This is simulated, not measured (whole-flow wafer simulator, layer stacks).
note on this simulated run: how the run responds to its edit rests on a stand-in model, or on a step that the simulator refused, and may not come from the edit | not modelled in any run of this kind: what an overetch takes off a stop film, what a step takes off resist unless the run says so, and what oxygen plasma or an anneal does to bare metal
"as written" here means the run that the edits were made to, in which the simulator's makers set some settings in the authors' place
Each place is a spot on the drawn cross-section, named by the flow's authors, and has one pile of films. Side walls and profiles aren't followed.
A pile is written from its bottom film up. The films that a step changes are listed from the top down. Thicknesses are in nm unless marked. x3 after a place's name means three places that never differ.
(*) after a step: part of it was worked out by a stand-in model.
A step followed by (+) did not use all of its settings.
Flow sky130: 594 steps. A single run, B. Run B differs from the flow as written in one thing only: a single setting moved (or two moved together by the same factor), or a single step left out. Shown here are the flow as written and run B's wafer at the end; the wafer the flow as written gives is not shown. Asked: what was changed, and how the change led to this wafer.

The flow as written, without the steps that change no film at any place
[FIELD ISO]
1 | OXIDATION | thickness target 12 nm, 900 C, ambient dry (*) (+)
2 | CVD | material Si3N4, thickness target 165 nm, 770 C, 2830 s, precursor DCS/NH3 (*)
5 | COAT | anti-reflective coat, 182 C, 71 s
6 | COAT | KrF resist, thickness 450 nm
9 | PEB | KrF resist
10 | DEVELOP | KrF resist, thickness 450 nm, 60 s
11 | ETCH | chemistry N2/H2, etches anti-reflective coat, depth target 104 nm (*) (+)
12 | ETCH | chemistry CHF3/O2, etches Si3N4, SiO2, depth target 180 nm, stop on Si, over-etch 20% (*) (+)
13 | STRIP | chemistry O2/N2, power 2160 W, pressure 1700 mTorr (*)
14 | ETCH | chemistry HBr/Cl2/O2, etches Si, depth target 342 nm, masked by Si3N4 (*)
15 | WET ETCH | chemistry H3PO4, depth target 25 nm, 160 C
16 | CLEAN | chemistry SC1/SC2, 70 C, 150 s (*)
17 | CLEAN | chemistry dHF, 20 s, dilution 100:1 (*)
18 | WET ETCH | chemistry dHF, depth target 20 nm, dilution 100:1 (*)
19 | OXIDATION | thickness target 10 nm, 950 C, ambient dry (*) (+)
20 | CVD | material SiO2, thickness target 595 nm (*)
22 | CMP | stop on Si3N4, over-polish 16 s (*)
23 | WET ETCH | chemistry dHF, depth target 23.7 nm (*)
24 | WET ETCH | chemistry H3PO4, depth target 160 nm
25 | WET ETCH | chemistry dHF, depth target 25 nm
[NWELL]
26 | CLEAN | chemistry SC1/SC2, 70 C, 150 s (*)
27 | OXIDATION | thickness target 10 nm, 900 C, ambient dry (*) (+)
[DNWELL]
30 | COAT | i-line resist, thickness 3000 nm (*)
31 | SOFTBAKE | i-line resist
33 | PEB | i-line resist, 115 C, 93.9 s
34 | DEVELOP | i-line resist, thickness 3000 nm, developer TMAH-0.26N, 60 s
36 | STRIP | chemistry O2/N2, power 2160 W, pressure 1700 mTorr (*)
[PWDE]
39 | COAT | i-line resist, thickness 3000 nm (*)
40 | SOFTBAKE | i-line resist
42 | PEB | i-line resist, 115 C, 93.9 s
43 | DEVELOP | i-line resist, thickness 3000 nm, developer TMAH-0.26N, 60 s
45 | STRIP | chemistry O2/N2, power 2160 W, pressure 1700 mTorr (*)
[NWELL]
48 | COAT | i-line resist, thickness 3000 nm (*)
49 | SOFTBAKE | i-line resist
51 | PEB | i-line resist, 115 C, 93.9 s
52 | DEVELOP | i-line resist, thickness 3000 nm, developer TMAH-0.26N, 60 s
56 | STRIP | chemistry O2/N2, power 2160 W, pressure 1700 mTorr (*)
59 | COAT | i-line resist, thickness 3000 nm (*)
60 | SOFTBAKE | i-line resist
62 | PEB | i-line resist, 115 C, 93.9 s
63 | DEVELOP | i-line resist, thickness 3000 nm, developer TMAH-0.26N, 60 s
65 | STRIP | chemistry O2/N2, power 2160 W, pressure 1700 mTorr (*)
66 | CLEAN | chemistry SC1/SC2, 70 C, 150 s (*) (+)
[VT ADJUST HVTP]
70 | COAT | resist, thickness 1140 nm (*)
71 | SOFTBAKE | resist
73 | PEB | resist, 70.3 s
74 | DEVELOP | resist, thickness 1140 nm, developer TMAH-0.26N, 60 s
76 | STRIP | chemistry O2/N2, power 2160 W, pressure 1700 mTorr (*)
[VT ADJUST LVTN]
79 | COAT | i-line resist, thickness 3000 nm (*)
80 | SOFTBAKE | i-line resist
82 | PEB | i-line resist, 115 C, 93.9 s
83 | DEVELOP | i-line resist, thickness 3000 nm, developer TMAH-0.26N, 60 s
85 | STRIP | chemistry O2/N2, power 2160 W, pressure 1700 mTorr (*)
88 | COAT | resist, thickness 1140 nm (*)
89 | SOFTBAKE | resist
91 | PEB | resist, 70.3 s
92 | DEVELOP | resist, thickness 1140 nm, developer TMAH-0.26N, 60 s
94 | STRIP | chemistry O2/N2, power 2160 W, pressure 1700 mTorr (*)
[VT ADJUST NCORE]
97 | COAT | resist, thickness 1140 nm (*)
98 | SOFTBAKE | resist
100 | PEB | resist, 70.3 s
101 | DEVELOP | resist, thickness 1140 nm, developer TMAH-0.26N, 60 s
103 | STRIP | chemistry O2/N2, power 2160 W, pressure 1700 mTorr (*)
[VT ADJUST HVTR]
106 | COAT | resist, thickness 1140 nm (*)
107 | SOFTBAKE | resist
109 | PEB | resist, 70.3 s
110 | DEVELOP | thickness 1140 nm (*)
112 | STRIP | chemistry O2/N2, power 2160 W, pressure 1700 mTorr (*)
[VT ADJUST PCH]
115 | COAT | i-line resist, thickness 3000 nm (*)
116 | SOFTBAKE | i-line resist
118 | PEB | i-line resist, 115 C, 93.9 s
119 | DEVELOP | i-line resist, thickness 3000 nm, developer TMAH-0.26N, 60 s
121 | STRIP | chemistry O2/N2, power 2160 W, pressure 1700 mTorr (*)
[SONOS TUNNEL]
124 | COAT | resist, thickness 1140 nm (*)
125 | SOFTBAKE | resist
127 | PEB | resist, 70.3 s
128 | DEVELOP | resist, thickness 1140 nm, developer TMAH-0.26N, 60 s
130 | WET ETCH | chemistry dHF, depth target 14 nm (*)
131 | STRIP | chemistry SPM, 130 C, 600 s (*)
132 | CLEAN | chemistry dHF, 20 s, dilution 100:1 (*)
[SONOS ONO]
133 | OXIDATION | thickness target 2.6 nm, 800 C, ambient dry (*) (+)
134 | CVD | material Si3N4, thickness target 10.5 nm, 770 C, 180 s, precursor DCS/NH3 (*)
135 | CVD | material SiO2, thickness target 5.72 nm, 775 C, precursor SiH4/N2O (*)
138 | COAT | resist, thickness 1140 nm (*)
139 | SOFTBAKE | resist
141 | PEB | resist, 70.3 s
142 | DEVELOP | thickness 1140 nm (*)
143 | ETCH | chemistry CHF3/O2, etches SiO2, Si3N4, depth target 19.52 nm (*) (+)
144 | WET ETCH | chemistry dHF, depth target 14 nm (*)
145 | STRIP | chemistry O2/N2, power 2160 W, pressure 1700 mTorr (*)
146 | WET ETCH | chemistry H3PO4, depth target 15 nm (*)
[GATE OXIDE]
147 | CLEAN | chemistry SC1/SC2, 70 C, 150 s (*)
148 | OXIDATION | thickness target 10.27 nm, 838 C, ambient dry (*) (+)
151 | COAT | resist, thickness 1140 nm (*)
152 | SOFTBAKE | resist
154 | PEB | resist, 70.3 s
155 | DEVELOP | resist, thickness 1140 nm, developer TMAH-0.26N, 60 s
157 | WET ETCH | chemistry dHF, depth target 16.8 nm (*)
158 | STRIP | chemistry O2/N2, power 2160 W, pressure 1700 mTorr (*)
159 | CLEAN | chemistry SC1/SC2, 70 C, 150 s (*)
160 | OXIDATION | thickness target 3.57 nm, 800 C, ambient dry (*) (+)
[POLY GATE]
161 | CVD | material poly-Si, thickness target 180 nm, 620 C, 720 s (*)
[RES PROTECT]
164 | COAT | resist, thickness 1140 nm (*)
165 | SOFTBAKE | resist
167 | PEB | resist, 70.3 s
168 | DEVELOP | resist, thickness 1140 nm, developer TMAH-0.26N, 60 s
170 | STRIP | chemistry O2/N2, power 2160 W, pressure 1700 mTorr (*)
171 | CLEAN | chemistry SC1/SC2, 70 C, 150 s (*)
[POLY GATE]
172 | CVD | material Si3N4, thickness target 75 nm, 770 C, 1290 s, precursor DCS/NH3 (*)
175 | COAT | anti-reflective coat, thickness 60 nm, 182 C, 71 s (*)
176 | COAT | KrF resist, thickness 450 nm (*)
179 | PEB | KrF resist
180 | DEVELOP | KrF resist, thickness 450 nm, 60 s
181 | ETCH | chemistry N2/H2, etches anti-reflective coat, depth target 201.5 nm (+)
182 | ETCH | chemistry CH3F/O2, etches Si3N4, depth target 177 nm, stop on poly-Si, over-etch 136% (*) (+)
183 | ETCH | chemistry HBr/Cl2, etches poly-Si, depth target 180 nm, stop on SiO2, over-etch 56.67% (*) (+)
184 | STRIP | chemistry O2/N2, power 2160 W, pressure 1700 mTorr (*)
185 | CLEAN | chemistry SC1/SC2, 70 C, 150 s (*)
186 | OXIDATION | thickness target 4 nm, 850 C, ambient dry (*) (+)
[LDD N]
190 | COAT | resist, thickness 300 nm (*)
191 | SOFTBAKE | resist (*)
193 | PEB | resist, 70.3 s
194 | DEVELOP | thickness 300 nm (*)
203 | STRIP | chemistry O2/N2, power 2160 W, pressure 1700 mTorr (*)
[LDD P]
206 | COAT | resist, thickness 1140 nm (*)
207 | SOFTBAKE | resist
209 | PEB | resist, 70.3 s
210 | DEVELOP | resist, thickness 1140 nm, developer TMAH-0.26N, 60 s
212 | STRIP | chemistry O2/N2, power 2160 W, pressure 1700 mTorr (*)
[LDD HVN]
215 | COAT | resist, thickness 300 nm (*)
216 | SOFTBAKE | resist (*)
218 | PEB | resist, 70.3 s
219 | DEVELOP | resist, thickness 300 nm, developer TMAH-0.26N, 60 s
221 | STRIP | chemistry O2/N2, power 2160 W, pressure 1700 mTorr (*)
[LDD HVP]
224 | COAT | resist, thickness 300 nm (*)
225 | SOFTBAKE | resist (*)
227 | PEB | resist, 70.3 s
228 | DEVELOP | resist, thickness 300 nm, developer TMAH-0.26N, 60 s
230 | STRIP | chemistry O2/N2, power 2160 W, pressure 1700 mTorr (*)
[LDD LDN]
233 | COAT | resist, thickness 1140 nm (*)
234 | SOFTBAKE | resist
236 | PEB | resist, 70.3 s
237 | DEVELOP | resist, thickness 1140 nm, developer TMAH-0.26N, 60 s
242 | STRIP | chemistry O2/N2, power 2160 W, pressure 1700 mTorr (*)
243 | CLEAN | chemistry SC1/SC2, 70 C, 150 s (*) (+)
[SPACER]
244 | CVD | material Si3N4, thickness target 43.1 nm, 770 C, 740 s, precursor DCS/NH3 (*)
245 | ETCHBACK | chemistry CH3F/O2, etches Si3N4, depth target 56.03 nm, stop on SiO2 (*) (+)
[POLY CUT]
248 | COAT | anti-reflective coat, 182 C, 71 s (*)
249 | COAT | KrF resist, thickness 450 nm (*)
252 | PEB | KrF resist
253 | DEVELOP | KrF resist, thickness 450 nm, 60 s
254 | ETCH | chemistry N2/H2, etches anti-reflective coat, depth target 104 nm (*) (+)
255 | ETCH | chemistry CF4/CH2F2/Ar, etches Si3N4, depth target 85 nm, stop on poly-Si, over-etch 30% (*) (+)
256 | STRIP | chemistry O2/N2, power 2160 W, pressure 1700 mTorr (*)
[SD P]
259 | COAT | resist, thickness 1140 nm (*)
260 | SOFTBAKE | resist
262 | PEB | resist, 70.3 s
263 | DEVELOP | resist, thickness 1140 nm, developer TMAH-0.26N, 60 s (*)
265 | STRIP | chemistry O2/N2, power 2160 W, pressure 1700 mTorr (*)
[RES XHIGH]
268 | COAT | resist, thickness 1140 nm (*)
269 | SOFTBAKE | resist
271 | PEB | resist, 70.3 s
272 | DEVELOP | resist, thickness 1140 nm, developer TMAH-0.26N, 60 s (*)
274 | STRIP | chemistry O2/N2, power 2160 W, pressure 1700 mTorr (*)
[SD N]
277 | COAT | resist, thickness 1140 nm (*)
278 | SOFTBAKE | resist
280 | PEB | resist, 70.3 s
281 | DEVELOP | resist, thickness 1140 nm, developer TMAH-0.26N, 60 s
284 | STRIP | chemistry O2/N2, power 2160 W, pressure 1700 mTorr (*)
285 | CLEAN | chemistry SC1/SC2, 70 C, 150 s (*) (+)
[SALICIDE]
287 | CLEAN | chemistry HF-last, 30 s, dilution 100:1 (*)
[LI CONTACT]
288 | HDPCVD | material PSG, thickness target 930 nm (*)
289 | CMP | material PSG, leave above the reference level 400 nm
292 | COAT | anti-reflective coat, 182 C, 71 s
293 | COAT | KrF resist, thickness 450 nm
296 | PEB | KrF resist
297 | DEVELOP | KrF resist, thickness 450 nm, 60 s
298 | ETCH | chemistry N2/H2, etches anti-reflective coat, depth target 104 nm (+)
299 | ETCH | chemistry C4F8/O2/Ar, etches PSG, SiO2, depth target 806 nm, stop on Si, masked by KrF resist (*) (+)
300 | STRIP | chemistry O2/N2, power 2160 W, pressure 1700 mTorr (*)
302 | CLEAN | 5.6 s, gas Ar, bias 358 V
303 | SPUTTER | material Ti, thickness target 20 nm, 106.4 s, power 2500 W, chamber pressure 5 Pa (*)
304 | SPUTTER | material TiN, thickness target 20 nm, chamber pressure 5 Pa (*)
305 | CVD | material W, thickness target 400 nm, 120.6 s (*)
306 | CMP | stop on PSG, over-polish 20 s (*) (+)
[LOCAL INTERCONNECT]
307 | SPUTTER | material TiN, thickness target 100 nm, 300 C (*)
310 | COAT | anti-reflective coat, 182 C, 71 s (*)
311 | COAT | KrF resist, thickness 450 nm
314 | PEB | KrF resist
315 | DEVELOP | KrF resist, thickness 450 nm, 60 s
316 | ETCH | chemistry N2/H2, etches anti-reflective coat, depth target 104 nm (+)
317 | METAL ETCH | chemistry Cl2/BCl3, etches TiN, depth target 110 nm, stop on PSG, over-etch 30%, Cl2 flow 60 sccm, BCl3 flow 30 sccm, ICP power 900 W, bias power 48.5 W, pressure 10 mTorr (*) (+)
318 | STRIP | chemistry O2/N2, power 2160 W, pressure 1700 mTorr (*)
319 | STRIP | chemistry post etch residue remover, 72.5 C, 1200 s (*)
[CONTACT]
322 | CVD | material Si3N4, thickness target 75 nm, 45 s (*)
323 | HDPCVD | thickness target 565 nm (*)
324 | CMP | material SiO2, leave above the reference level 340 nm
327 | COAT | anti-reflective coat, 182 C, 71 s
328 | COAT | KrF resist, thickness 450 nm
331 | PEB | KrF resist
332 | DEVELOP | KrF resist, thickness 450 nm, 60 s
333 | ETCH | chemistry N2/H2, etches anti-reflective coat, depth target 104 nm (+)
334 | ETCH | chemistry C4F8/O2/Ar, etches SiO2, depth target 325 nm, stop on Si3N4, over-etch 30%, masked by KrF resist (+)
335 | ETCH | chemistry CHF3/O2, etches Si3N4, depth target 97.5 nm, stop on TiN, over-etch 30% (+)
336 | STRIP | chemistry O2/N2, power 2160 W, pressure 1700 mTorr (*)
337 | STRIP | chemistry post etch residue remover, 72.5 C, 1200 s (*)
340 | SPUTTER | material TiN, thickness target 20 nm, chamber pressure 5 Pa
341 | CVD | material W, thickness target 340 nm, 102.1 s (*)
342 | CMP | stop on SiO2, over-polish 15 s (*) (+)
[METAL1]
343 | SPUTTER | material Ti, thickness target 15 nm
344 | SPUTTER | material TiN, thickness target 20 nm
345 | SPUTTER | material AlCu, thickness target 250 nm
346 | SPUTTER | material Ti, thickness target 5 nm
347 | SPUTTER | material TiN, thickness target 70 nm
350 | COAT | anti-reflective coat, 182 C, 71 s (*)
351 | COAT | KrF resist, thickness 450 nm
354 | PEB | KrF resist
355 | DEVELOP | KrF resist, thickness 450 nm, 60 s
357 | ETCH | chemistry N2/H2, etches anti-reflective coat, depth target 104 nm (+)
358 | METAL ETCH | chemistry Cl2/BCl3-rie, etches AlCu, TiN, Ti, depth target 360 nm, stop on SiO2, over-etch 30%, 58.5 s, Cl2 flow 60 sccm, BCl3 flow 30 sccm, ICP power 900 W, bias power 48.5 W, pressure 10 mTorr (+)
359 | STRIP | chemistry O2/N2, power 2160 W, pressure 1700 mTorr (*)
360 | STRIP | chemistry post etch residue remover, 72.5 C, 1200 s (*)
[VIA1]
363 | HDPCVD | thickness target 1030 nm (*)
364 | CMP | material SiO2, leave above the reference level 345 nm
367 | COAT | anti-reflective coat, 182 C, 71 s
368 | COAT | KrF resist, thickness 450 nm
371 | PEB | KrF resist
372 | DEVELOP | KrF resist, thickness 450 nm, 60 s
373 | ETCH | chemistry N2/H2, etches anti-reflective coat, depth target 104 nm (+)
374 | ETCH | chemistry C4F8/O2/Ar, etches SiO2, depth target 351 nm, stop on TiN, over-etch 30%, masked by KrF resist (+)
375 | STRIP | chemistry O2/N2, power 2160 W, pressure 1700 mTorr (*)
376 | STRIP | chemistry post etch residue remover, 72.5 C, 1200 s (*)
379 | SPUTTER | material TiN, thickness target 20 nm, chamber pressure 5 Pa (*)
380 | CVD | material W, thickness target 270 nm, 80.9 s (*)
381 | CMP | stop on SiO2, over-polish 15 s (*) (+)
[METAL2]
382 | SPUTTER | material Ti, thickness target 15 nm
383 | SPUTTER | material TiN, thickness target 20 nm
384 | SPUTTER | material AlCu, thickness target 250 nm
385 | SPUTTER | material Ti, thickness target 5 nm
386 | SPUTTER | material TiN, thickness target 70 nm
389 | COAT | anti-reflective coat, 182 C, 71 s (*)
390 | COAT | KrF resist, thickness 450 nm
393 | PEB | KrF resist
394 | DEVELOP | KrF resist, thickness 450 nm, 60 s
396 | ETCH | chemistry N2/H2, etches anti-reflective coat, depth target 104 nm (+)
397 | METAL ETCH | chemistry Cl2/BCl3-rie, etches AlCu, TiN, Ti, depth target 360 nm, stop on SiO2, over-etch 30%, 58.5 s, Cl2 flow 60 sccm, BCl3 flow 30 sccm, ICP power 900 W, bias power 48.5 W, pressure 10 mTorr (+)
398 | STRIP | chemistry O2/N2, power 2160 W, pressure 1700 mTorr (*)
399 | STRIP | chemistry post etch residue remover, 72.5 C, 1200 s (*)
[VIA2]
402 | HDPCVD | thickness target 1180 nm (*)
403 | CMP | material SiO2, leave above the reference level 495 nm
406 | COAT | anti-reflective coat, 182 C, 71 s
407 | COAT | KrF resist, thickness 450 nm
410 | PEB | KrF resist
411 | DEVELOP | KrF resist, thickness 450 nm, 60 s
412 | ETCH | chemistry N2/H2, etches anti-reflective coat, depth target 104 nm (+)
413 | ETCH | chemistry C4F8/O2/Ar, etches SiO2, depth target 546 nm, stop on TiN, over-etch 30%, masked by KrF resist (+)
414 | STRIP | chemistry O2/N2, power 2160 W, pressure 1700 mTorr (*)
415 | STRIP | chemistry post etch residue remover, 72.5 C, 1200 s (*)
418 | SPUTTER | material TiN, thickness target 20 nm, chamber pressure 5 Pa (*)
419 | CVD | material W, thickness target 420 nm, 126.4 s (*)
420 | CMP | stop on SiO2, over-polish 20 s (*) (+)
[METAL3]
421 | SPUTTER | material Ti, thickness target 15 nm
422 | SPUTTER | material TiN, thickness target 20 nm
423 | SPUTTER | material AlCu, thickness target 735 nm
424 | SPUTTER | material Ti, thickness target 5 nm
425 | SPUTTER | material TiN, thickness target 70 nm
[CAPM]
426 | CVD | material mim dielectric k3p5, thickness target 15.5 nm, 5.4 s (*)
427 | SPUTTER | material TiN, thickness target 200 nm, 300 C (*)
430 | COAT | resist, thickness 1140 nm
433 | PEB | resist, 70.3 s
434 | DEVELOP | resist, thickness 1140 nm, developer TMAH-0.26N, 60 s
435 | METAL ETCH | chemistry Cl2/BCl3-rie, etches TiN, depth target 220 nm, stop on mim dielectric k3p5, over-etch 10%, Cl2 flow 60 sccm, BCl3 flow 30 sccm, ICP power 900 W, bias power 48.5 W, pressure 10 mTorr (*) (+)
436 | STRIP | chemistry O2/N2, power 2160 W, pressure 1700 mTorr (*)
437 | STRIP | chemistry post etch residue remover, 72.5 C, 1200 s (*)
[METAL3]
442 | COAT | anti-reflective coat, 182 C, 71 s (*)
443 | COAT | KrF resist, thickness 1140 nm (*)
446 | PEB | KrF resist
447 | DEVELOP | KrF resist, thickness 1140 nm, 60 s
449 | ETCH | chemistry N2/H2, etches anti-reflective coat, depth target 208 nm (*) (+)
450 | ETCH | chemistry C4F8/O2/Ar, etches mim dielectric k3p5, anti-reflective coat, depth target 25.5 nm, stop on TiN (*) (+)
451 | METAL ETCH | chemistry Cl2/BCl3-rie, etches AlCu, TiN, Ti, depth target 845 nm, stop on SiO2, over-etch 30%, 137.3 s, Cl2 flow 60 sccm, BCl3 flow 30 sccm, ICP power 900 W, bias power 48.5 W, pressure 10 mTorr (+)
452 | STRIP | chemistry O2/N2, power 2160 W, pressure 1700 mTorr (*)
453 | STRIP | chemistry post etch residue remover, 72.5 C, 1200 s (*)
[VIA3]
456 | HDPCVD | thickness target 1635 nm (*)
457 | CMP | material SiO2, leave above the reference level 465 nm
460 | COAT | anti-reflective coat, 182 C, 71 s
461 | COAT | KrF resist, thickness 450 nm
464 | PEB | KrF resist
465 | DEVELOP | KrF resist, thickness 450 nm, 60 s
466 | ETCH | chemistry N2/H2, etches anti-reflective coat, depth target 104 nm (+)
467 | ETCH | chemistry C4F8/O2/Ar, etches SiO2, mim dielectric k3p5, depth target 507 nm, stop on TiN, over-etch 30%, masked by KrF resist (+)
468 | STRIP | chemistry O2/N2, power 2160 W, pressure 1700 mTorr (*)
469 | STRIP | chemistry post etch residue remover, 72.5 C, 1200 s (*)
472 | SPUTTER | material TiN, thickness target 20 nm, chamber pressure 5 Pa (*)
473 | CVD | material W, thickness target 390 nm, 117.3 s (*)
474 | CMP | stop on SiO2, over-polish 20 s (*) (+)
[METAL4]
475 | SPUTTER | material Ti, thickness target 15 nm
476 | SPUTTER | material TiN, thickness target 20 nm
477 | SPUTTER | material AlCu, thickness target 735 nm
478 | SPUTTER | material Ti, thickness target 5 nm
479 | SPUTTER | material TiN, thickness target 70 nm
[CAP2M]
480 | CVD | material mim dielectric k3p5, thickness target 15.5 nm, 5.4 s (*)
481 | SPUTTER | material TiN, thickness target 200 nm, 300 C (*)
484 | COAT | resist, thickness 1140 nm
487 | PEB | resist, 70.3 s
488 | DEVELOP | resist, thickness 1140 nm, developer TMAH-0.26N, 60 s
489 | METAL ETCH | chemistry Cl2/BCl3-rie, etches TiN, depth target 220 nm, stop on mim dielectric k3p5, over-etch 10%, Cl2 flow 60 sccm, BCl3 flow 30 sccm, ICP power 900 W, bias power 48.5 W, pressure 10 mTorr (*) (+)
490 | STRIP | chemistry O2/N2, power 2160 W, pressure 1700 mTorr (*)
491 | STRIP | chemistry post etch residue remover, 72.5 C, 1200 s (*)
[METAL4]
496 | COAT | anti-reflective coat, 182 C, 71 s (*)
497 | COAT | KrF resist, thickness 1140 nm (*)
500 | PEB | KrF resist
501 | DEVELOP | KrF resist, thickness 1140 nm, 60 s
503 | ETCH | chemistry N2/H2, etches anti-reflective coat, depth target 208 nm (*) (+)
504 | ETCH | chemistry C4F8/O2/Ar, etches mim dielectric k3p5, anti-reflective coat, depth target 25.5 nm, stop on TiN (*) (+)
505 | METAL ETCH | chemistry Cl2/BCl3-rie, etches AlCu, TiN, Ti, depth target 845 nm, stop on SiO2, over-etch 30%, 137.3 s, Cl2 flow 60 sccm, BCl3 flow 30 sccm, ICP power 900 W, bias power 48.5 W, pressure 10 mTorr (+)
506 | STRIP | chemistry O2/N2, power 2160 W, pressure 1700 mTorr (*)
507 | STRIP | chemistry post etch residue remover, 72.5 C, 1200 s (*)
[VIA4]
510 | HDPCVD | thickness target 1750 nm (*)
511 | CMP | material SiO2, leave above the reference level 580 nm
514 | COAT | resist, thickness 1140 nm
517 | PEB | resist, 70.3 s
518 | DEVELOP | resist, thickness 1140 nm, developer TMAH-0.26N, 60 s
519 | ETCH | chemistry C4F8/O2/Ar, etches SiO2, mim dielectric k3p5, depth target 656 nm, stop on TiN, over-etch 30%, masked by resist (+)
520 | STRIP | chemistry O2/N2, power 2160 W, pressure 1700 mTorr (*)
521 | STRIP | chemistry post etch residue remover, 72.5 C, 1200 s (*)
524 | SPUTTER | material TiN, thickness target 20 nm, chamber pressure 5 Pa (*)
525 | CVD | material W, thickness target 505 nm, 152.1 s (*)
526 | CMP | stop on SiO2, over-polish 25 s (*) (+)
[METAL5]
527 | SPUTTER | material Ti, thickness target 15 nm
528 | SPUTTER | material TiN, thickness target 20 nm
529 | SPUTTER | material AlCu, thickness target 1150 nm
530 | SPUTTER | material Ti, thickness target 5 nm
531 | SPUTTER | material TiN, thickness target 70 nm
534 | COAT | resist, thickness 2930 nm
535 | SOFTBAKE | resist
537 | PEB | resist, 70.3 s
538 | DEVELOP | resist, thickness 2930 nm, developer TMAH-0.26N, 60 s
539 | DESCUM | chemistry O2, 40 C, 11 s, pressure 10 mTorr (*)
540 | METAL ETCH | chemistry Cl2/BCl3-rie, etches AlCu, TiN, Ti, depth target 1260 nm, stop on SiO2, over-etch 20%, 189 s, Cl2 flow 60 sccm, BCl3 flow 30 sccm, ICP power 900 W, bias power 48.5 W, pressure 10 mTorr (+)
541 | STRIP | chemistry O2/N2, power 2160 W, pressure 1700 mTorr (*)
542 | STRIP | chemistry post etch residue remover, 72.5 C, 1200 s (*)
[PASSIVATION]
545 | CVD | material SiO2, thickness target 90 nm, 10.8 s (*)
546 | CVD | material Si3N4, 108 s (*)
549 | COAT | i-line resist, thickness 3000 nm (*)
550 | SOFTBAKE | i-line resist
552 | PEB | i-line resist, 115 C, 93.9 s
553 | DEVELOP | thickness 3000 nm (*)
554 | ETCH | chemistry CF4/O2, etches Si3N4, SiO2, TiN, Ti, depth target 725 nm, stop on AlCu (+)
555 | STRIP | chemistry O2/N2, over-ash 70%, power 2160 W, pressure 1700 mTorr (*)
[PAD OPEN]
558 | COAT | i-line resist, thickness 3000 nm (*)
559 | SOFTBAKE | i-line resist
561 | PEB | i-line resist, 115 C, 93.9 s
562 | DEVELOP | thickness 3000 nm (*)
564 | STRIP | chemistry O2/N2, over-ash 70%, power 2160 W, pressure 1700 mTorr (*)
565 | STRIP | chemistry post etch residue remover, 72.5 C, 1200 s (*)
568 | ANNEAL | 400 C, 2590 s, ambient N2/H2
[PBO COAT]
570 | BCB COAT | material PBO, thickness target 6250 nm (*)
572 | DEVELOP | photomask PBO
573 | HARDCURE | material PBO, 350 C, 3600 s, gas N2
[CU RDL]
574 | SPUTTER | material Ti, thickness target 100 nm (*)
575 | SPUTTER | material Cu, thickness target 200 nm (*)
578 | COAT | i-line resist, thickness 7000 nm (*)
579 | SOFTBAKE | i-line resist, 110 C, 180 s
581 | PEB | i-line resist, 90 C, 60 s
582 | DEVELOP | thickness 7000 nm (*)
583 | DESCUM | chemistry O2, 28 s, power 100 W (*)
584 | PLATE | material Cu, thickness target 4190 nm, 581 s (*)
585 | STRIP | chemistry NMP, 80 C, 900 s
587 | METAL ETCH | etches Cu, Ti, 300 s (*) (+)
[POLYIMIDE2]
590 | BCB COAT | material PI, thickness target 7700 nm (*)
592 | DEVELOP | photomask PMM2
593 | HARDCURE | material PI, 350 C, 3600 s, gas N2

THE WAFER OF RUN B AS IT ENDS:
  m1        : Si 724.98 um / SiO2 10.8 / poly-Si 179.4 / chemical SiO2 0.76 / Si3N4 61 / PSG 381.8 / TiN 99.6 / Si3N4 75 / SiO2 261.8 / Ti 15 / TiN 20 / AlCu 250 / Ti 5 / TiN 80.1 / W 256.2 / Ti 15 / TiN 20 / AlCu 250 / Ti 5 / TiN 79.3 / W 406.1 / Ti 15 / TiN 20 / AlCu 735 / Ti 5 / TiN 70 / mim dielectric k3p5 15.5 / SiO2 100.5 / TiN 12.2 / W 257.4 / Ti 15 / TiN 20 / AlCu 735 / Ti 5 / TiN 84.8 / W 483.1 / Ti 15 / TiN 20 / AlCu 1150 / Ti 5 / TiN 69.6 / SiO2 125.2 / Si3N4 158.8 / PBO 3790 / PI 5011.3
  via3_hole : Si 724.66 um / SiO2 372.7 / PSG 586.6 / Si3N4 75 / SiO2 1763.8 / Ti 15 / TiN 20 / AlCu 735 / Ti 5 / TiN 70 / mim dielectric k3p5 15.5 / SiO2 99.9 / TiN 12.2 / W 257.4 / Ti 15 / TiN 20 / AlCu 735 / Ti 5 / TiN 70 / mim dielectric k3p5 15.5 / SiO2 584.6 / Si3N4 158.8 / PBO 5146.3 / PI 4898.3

The reason: step 467, ETCH: depth target 274 nm was run, though the flow has depth target 507 nm.

Step by step, how the change led to this:
  467 | ETCH | chemistry C4F8/O2/Ar, etches SiO2, mim dielectric k3p5, depth target 507 nm, stop on TiN, over-etch 30%, masked by KrF resist (+)
      m1: SiO2 loses 274 (as written it would have been: SiO2 loses 374.5 (all of it), mim dielectric k3p5 loses 15.5 (all of it))
      via3_hole: SiO2 loses 274 (as written it would have been: SiO2 loses 373.9 (all of it), mim dielectric k3p5 loses 15.5 (all of it))
      (also at 190 further places)
  468 | STRIP | chemistry O2/N2, power 2160 W, pressure 1700 mTorr (*)
      field, active, n_well and 187 more: KrF resist loses 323 (all of it), anti-reflective coat loses 80 (all of it) (as written it would have been: KrF resist loses 276.4 (all of it), anti-reflective coat loses 80 (all of it))
  472 | SPUTTER | material TiN, thickness target 20 nm, chamber pressure 5 Pa (*)
      m1, via3_hole: TiN gains 12.2 (new film) (as written it would have been: TiN gains 10.6)
  473 | CVD | material W, thickness target 390 nm, 117.3 s (*)
      m1: W gains 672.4 (new film) (as written it would have been: W gains 790.5 (new film))
      via3_hole: W gains 672.4 (new film) (as written it would have been: W gains 789.9 (new film))
Taking metal films that touch as one body, m1 has 3 bodies (between them, from the top down: SiO2 100.5 / mim dielectric k3p5 15.5; SiO2 261.8 / Si3N4 75); the flow as written gives 2 bodies (between them, from the top down: SiO2 261.8 / Si3N4 75).
Taking metal films that touch as one body, via3_hole has 2 bodies (between them, from the top down: SiO2 99.9 / mim dielectric k3p5 15.5); the flow as written gives 1 body.
